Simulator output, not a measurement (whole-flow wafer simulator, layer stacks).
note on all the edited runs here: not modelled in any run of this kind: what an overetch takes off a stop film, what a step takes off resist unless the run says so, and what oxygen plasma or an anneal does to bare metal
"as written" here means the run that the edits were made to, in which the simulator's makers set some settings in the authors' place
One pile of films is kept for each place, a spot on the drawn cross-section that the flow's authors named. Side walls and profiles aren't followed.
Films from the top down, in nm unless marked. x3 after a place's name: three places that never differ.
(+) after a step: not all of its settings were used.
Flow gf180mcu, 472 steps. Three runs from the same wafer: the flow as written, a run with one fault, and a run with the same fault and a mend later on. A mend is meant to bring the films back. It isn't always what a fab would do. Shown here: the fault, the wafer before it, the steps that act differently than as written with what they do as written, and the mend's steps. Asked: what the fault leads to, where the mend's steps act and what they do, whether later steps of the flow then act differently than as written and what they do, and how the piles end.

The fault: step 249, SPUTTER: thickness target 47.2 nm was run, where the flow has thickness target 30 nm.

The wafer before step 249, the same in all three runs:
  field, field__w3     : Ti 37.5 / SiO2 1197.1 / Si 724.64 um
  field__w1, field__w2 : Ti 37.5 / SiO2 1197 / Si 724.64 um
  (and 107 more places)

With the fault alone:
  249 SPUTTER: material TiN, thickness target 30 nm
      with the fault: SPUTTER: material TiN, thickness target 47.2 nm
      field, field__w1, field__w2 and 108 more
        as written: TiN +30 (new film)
        with the fault: TiN +47.2 (new film)
  Later steps of the flow that act differently than as written:
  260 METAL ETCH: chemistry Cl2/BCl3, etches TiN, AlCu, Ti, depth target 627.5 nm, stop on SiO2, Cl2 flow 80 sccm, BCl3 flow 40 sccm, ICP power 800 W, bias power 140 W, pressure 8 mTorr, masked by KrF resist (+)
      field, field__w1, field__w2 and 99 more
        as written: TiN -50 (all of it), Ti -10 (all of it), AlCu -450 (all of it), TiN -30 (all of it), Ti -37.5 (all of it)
        with the fault: TiN -50 (all of it), Ti -10 (all of it), AlCu -450 (all of it), TiN -47.2 (all of it), Ti -37.5 (all of it)
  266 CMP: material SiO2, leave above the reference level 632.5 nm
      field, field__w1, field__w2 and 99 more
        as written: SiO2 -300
        with the fault: SiO2 -282.8
  At the end the piles differ from the flow's by more than 2% or 0.5 nm, whichever is larger, at field__w8, contact, m1 and 6 more.
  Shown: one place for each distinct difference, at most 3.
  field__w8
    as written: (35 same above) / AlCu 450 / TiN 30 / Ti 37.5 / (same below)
    with the fault: (35 same above) / AlCu 450 / TiN 47.2 / Ti 37.5 / (same below)
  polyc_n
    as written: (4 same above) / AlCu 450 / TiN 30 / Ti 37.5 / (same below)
    with the fault: (4 same above) / AlCu 450 / TiN 47.2 / Ti 37.5 / (same below)
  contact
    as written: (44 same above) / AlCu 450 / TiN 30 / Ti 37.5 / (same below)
    with the fault: (44 same above) / AlCu 450 / TiN 47.2 / Ti 37.5 / (same below)

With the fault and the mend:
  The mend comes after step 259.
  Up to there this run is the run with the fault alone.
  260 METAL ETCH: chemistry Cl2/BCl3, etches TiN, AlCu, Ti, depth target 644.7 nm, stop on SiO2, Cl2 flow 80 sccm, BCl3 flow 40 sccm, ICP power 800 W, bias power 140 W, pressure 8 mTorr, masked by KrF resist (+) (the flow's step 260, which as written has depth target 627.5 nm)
      field, field__w1, field__w2 and 99 more
        TiN -50 (all of it), Ti -10 (all of it), AlCu -450 (all of it), TiN -47.2 (all of it), Ti -37.5 (all of it)
      field__w8, contact, m1 and 6 more
        KrF resist -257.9
  Later steps of the flow that act differently than as written (1 more step differs only slightly, by at most 2% or 0.5 nm, whichever is larger, and isn't shown):
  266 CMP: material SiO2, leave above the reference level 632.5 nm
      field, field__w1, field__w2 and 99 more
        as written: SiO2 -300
        with the mend: SiO2 -282.8
  At the end the piles differ from the flow's by more than 2% or 0.5 nm, whichever is larger, at field__w8, contact, m1 and 6 more.
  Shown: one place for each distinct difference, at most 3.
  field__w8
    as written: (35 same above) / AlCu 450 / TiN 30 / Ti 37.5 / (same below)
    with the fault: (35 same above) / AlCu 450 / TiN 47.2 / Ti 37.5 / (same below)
    with the mend: (35 same above) / AlCu 450 / TiN 47.2 / Ti 37.5 / (same below)
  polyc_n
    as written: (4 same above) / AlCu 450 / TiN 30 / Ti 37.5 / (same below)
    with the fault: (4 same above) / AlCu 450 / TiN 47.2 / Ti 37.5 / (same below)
    with the mend: (4 same above) / AlCu 450 / TiN 47.2 / Ti 37.5 / (same below)
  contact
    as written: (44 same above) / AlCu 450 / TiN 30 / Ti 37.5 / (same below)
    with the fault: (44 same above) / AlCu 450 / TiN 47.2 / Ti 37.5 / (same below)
    with the mend: (44 same above) / AlCu 450 / TiN 47.2 / Ti 37.5 / (same below)
